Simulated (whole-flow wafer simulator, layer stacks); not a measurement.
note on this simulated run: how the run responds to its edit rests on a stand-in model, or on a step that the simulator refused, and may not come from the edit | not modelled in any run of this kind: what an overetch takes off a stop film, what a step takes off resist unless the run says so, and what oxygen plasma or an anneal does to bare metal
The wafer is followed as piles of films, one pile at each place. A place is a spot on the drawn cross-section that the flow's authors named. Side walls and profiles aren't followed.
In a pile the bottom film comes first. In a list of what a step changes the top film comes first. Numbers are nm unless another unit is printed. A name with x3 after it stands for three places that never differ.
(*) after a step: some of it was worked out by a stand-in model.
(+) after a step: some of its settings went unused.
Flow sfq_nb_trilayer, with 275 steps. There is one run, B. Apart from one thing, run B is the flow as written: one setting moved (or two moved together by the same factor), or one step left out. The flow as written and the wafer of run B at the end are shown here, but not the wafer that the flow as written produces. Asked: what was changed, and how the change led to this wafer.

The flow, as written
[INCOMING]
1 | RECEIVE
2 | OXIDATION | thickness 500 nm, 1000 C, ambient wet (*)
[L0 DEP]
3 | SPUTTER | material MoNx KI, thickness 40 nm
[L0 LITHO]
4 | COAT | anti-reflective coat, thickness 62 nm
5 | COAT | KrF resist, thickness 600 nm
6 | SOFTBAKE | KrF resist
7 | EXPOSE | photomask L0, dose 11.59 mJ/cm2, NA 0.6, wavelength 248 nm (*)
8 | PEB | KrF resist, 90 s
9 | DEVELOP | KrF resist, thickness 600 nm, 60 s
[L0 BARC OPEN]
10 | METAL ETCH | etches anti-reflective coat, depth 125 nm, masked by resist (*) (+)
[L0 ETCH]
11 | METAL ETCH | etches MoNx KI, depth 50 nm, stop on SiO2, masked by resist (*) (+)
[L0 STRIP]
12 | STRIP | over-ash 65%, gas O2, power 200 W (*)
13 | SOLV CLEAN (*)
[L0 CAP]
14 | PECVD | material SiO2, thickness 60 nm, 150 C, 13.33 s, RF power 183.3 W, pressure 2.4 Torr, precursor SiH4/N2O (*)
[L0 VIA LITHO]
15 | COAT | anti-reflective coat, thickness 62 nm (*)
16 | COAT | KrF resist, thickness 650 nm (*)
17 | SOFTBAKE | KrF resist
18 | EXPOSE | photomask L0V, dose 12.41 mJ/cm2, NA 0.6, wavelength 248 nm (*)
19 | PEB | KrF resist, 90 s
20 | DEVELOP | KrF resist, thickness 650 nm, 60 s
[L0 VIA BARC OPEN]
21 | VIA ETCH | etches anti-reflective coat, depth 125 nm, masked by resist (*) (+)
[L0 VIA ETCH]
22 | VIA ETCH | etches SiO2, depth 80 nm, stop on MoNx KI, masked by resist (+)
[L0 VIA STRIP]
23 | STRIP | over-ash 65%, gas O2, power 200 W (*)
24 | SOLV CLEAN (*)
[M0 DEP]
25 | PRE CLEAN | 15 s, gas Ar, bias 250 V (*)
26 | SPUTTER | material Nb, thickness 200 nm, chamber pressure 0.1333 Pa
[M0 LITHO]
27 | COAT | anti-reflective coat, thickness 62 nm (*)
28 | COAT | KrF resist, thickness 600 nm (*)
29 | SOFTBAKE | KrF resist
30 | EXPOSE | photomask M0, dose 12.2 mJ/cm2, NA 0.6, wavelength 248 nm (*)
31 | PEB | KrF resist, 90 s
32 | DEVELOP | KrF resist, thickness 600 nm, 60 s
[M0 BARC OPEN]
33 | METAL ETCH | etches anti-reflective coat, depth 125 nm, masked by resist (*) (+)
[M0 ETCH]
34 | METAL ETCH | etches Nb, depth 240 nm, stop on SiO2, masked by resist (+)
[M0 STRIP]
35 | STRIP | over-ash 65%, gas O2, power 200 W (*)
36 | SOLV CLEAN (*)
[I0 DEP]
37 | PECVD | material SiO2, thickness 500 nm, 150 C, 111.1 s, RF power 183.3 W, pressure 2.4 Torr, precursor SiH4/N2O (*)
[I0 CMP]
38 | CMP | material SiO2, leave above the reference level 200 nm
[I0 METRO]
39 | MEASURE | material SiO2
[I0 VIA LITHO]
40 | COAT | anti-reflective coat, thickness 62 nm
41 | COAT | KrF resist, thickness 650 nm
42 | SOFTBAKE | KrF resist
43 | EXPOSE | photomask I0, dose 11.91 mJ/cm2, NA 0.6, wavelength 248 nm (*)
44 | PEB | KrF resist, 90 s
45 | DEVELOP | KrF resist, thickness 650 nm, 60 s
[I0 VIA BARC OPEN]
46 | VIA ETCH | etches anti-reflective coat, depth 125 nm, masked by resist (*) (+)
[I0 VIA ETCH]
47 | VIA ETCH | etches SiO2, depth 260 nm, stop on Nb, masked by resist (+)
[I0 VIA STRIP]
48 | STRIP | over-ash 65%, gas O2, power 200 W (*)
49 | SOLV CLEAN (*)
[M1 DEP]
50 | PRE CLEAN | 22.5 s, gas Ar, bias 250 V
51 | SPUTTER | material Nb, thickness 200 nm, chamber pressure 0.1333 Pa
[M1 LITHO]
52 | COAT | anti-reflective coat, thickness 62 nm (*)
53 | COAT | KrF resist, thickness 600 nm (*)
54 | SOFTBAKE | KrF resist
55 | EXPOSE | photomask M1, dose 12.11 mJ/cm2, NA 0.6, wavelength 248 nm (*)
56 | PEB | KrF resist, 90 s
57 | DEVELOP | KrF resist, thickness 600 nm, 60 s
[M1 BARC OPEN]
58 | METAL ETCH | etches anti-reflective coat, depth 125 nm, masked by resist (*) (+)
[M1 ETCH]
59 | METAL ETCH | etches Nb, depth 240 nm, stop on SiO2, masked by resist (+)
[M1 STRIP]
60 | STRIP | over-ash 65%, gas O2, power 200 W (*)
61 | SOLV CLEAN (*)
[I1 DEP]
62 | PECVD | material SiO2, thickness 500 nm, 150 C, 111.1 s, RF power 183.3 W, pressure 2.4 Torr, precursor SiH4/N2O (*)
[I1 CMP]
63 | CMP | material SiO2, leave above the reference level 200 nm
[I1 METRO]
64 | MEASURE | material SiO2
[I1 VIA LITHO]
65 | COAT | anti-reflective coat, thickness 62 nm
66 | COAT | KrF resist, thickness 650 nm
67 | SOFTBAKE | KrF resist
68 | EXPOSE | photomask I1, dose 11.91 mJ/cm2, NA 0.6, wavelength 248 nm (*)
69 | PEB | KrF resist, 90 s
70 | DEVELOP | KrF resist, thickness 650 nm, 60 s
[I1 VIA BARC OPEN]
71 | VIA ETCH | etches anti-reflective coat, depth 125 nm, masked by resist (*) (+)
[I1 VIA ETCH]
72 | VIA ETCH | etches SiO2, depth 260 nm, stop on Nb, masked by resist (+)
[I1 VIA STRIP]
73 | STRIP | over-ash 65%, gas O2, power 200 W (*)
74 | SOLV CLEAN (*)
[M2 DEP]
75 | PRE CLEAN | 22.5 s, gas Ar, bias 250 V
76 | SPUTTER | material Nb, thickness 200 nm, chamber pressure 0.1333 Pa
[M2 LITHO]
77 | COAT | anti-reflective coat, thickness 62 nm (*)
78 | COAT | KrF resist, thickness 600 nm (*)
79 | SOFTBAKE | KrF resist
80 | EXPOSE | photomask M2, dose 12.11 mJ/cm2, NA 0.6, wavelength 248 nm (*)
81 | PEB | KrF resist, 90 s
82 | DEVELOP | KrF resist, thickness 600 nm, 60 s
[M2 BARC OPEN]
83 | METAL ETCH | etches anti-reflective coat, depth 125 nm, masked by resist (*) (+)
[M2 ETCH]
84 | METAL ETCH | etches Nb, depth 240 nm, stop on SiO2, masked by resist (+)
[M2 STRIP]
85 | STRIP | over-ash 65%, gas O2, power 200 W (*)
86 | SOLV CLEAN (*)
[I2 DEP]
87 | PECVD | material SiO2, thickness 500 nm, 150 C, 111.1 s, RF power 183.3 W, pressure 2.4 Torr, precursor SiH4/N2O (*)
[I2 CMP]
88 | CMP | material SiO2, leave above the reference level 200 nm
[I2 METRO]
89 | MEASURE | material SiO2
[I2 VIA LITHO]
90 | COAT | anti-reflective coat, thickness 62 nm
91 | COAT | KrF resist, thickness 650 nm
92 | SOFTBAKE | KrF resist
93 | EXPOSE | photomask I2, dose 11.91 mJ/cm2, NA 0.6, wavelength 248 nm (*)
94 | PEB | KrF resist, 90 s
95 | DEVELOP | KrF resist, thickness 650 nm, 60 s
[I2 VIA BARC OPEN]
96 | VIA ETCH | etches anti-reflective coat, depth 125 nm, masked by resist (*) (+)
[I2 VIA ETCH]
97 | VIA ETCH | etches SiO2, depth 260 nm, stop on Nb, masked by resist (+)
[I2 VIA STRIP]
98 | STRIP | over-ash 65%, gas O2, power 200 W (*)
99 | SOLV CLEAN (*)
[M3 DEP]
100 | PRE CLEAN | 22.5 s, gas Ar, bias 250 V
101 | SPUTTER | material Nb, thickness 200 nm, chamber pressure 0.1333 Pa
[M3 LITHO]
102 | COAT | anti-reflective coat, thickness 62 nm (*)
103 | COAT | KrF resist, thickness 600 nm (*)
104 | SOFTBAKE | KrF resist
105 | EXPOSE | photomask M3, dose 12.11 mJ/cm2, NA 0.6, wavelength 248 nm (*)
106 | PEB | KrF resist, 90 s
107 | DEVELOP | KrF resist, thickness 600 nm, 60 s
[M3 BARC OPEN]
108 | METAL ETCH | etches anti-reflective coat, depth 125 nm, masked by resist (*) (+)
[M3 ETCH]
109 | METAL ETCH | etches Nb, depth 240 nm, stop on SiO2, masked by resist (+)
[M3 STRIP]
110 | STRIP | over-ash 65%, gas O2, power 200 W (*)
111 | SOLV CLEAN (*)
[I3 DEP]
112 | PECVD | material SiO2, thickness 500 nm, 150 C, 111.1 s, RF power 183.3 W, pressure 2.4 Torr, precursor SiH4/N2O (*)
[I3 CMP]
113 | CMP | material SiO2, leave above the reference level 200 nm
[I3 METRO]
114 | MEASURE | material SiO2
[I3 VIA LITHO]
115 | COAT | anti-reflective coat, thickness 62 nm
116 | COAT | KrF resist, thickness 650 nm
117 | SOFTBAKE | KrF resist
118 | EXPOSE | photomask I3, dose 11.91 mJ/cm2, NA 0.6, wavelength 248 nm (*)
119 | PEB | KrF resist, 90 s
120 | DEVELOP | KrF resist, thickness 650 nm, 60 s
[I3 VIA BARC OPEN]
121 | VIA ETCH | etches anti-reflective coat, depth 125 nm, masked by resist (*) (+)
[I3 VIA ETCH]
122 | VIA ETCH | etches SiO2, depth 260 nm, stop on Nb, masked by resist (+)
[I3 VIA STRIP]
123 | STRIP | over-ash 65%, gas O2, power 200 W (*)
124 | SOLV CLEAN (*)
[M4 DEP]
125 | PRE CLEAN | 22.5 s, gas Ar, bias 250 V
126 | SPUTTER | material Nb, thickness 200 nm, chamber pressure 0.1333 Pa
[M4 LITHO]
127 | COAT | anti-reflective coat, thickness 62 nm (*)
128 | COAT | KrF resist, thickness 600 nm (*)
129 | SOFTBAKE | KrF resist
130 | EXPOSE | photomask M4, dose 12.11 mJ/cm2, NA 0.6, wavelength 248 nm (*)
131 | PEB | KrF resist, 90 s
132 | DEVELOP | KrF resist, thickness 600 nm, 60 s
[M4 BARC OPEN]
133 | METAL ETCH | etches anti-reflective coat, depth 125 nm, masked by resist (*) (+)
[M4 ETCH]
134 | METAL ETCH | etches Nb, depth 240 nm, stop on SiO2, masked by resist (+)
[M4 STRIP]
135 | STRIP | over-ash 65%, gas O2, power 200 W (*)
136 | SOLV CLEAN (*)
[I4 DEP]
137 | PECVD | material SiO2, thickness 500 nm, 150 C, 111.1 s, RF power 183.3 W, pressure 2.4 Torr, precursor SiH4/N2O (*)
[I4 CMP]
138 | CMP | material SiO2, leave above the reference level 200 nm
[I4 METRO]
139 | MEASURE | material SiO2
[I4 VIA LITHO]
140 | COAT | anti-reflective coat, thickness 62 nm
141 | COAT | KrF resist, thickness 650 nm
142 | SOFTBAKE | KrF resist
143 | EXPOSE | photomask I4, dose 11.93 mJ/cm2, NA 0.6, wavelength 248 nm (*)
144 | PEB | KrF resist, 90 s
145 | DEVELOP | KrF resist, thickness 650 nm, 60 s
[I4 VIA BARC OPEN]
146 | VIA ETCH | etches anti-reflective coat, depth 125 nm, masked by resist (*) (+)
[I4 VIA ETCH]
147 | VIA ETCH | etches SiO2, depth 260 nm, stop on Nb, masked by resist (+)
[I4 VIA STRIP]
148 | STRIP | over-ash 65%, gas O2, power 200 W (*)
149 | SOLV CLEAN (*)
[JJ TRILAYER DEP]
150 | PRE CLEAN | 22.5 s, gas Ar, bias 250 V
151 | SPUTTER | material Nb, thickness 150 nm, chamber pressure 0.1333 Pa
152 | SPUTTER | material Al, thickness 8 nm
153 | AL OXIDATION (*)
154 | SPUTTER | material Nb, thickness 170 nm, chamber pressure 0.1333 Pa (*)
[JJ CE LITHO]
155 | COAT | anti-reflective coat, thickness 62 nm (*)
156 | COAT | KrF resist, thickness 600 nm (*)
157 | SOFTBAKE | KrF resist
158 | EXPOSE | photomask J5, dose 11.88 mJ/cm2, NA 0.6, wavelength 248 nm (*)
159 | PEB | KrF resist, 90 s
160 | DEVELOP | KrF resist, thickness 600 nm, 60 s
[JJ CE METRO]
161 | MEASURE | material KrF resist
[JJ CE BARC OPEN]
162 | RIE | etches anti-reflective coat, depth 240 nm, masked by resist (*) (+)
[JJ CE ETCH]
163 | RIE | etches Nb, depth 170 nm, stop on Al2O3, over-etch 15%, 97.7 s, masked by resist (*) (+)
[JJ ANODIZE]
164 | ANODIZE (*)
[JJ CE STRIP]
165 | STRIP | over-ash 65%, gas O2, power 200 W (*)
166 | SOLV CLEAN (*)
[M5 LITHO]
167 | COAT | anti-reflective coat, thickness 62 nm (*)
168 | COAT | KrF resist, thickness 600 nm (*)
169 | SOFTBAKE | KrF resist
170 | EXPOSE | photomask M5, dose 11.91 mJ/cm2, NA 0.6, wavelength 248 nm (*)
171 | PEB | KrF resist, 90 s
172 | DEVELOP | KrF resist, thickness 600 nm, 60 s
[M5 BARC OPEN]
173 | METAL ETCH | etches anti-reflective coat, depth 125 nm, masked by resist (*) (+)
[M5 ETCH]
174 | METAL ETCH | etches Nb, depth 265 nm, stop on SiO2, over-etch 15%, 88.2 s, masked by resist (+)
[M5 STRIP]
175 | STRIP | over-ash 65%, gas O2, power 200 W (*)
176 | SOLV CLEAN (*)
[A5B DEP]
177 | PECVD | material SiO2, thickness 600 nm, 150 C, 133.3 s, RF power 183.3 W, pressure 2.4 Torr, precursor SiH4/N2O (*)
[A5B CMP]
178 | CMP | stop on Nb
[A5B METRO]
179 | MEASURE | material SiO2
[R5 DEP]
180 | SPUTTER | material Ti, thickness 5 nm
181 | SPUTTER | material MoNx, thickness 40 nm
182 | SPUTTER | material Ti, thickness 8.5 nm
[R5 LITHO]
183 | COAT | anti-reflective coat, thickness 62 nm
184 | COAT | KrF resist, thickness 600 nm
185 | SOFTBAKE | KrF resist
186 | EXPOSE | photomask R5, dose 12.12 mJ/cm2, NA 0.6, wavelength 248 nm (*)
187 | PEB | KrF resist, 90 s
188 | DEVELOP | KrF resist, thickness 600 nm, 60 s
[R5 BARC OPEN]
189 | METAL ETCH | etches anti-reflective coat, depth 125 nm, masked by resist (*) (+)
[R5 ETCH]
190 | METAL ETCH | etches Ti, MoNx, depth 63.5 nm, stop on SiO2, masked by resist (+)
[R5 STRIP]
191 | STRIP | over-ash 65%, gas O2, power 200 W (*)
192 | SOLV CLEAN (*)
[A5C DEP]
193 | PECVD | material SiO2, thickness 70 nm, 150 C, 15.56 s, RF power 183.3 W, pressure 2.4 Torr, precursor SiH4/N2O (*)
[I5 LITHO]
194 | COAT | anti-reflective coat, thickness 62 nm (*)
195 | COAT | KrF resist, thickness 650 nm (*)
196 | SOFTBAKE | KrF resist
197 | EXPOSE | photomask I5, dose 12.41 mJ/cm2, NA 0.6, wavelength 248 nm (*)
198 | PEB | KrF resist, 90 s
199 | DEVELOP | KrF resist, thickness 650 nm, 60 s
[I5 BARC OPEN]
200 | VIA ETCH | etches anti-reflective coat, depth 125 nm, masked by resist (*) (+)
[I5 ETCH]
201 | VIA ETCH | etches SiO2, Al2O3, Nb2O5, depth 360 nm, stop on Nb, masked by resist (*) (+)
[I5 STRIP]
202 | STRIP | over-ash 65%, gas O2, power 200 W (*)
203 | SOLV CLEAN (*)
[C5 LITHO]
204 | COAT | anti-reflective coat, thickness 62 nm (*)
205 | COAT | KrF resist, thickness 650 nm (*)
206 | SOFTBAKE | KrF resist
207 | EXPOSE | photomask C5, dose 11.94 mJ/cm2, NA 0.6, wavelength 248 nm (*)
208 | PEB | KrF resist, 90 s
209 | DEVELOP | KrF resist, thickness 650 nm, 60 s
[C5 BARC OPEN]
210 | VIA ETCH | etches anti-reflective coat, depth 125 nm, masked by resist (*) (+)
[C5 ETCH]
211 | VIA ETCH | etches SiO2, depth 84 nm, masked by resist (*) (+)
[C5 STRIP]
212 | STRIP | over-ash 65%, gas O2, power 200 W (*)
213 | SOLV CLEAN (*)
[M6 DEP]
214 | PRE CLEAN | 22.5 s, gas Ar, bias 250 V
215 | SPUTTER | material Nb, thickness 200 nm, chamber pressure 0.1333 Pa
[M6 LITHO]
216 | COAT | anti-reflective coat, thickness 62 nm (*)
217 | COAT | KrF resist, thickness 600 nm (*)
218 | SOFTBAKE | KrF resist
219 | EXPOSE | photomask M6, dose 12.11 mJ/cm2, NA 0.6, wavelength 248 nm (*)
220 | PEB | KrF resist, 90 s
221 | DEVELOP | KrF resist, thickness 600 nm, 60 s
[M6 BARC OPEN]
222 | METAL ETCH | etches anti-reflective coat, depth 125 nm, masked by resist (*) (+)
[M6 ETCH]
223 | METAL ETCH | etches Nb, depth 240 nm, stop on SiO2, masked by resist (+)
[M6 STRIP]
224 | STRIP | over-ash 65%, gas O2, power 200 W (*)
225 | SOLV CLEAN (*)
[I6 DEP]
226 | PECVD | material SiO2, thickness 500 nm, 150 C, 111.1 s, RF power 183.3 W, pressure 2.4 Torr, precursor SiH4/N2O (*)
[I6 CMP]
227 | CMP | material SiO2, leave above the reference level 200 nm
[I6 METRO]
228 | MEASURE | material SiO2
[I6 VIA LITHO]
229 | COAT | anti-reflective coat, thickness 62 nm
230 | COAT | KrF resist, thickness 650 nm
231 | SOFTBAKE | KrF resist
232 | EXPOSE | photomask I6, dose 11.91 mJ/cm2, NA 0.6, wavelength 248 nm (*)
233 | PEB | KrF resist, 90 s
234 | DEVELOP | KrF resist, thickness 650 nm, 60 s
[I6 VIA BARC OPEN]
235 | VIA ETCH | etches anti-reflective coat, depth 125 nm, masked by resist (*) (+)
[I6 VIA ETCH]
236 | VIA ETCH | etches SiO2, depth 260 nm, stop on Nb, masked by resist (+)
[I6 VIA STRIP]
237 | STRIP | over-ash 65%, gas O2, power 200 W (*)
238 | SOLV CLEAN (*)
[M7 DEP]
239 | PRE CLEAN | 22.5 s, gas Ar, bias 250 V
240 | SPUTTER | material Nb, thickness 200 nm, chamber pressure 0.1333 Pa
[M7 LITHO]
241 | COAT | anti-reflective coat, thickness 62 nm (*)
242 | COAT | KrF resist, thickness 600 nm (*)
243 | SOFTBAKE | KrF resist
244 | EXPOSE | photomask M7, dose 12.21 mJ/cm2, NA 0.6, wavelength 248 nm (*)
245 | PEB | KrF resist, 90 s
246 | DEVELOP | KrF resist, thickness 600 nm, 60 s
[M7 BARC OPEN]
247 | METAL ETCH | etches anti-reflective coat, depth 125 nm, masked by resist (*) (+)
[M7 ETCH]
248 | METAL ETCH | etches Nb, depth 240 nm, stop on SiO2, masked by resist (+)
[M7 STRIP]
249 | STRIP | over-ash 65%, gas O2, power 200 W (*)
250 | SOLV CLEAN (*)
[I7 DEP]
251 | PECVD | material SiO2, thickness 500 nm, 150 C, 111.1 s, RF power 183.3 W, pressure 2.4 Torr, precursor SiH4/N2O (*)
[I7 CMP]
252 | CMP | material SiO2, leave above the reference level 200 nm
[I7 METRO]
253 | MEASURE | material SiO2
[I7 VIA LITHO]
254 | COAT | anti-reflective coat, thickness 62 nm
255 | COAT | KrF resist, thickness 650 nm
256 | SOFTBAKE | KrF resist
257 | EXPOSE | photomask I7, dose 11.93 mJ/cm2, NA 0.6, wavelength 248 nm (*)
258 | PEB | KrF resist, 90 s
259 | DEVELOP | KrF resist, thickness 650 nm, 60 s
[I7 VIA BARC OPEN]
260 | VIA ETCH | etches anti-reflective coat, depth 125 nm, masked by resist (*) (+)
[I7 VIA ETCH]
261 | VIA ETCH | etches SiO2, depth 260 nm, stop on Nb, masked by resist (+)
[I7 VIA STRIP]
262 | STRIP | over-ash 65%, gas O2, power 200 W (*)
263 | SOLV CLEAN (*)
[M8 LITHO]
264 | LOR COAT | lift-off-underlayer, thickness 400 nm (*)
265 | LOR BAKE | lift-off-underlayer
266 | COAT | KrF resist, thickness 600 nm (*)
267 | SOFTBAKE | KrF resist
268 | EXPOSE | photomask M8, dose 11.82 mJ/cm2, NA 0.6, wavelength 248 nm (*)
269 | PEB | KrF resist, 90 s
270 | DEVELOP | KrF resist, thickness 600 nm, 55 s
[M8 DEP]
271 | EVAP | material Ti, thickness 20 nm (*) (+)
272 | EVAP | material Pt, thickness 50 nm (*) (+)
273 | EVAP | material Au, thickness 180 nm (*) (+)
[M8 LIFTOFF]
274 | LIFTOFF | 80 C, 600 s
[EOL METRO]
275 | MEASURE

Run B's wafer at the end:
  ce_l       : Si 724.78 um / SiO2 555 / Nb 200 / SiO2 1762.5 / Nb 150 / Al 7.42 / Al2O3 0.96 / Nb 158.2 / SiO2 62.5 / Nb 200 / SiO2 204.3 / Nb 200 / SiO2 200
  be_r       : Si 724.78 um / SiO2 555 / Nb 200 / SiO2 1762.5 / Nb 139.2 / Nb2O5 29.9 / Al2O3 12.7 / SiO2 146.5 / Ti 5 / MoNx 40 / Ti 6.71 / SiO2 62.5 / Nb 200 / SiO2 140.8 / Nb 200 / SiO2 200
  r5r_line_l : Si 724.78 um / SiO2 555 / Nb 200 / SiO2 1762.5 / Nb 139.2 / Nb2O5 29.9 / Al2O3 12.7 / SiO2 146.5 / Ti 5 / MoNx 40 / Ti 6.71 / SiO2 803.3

The reason: step 182, SPUTTER: thickness 6.71 nm was run, while the flow as written has thickness 8.5 nm.
The wafer lets one read it off: be_r has Ti 6.71, and step 182 as written asks for 8.5 nm.

The path from the change to this, step by step:
  182 | SPUTTER | material Ti, thickness 8.5 nm
      field_l, v_sur, via_wl and 103 more: +6.71 Ti (new film) (it would be, as written: +8.5 Ti (new film))
  190 | METAL ETCH | etches Ti, MoNx, depth 63.5 nm, stop on SiO2, masked by resist (+)
      field_l, v_sur, via_wl and 92 more: -6.71 Ti (all of it), -40 MoNx (all of it), -5 Ti (all of it) (it would be, as written: -8.5 Ti (all of it), -40 MoNx (all of it), -5 Ti (all of it))
      ce_l, c5j, ce_r, wl_jj: -6.71 Ti (all of it), -40 MoNx (all of it), -5 Ti (all of it), -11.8 Nb (it would be, as written: -8.5 Ti (all of it), -40 MoNx (all of it), -5 Ti (all of it), -10 Nb)
